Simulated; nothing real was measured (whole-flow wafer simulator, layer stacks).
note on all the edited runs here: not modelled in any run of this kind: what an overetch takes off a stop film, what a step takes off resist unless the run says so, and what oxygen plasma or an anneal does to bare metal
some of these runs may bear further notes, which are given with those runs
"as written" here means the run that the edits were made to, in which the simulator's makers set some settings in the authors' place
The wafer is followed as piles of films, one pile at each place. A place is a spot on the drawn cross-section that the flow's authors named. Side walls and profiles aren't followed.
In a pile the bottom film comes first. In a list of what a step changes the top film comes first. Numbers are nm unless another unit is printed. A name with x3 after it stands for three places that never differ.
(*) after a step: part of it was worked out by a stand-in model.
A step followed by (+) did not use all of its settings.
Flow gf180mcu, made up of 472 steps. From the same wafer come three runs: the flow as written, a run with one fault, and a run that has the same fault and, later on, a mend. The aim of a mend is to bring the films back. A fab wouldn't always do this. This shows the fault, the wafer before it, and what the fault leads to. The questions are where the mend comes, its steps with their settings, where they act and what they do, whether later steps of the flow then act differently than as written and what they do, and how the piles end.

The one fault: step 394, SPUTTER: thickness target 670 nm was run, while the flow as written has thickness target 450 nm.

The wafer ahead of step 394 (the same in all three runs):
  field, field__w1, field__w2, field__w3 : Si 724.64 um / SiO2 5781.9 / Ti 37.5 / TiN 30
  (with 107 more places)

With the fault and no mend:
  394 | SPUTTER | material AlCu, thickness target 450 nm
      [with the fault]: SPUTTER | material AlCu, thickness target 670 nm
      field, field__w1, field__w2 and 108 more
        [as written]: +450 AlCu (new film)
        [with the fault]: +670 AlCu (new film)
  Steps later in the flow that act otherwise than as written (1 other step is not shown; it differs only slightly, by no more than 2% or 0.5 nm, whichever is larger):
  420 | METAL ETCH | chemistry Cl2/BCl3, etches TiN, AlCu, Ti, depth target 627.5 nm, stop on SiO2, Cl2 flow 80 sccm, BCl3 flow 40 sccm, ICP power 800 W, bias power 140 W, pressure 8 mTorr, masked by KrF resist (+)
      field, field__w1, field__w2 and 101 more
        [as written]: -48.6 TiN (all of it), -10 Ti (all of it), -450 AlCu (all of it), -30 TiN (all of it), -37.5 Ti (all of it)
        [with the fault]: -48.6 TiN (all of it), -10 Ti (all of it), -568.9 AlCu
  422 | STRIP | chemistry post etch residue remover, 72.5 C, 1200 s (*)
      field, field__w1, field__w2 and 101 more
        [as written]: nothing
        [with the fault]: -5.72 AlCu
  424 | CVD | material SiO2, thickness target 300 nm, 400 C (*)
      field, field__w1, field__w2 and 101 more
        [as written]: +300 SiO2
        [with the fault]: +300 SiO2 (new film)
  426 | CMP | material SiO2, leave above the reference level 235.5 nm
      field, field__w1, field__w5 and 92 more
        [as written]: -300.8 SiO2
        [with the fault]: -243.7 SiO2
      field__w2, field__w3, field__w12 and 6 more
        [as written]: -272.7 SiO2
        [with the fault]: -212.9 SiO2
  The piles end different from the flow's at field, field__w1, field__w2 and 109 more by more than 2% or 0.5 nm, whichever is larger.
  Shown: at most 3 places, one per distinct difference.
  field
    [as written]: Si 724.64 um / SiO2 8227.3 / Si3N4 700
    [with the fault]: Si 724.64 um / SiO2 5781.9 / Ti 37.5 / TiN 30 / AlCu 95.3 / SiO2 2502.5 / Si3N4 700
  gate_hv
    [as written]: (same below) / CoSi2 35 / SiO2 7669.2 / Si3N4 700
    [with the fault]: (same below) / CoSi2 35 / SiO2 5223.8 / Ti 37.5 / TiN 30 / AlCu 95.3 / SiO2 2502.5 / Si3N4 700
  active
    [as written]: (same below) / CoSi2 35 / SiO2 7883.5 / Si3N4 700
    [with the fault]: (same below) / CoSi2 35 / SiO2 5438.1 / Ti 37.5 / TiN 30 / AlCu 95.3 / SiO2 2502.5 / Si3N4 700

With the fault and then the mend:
  The mend follows step 394.
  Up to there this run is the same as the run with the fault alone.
  394a | METAL ETCH | chemistry Cl2/BCl3, etches TiN, AlCu, Ti, depth target 220 nm, Cl2 flow 80 sccm, BCl3 flow 40 sccm, ICP power 800 W, bias power 140 W, pressure 8 mTorr (the flow's step 260 again, with other settings)
      field, field__w1, field__w2 and 108 more
        -220 AlCu
  Later steps of the flow that are run all act as written at every place that is followed.
  At every place that both follow, the piles at the end match the flow's.
